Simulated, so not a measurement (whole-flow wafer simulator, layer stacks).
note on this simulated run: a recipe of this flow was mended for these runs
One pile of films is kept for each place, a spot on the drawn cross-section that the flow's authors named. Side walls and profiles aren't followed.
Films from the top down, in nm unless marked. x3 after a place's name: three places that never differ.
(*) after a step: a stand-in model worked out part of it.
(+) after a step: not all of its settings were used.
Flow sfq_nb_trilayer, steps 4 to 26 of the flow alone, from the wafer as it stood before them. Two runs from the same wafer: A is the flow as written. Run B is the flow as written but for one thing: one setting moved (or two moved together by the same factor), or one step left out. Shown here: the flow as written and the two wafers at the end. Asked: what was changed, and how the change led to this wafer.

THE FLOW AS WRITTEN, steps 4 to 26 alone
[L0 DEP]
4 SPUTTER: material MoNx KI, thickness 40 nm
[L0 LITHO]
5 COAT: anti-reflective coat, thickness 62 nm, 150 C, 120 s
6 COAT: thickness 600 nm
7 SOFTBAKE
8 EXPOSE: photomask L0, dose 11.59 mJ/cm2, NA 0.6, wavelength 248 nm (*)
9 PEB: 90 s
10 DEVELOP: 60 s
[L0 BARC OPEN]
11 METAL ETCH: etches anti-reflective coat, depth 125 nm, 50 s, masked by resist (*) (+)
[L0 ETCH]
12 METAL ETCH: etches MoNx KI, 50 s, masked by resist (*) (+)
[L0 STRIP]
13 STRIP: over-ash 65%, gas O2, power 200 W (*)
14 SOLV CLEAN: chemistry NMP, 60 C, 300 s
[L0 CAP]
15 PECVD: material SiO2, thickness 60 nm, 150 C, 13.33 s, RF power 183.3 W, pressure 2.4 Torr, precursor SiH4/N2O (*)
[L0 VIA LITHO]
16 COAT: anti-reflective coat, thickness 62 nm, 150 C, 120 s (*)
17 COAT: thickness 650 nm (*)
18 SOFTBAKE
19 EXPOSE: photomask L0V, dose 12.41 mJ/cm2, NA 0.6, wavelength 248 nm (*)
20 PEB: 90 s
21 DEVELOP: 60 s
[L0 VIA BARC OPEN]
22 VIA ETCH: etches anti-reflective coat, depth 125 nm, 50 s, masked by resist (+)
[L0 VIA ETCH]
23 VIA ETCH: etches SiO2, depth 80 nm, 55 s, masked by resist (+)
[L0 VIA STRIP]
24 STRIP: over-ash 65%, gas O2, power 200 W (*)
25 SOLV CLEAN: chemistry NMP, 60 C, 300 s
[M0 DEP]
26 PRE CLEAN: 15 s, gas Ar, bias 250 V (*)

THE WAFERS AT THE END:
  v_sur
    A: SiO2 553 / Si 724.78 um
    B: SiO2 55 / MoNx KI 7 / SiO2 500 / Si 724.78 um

The cause: step 12, METAL ETCH: 33 s was run, where the flow has 50 s.

How the change led to this, step by step:
  12 METAL ETCH: etches MoNx KI, 50 s, masked by resist (*) (+)
      v_sur, via_wl, via_w and 97 more: A MoNx KI -40 (all of it), SiO2 -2 | B MoNx KI -33
      field_l, l0_sur, l0v, l0r_line_l, l0r_line_c, l0r_line_r: A KrF-resist-other-grade -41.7 | B KrF-resist-other-grade -27.5
  13 STRIP: over-ash 65%, gas O2, power 200 W (*)
      field_l, l0_sur, l0v, l0r_line_l, l0r_line_c, l0r_line_r: A KrF-resist-other-grade -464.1 (all of it), anti-reflective coat -62 (all of it) | B KrF-resist-other-grade -478.3 (all of it), anti-reflective coat -62 (all of it)
  15 PECVD: material SiO2, thickness 60 nm, 150 C, 13.33 s, RF power 183.3 W, pressure 2.4 Torr, precursor SiH4/N2O (*)
      v_sur, via_wl, via_w and 97 more: A SiO2 +60 | B SiO2 +60 (new film)
  16 COAT: anti-reflective coat, thickness 62 nm, 150 C, 120 s (*)
      field_l: A anti-reflective coat +50 (new film) | B anti-reflective coat +52.4 (new film)
      v_sur: A anti-reflective coat +78.1 (new film) | B anti-reflective coat +74.8 (new film)
      (and at 5 more places)
  24 STRIP: over-ash 65%, gas O2, power 200 W (*)
      field_l: A KrF-resist-other-grade -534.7 (all of it), anti-reflective coat -50 (all of it) | B KrF-resist-other-grade -536.4 (all of it), anti-reflective coat -52.4 (all of it)
      v_sur: A KrF-resist-other-grade -544.6 (all of it), anti-reflective coat -78.1 (all of it) | B KrF-resist-other-grade -543.8 (all of it), anti-reflective coat -74.8 (all of it)
      (and at 5 more places)
Counting metal films that touch as one body, v_sur has 1 body; the flow as written gives 0 bodies.
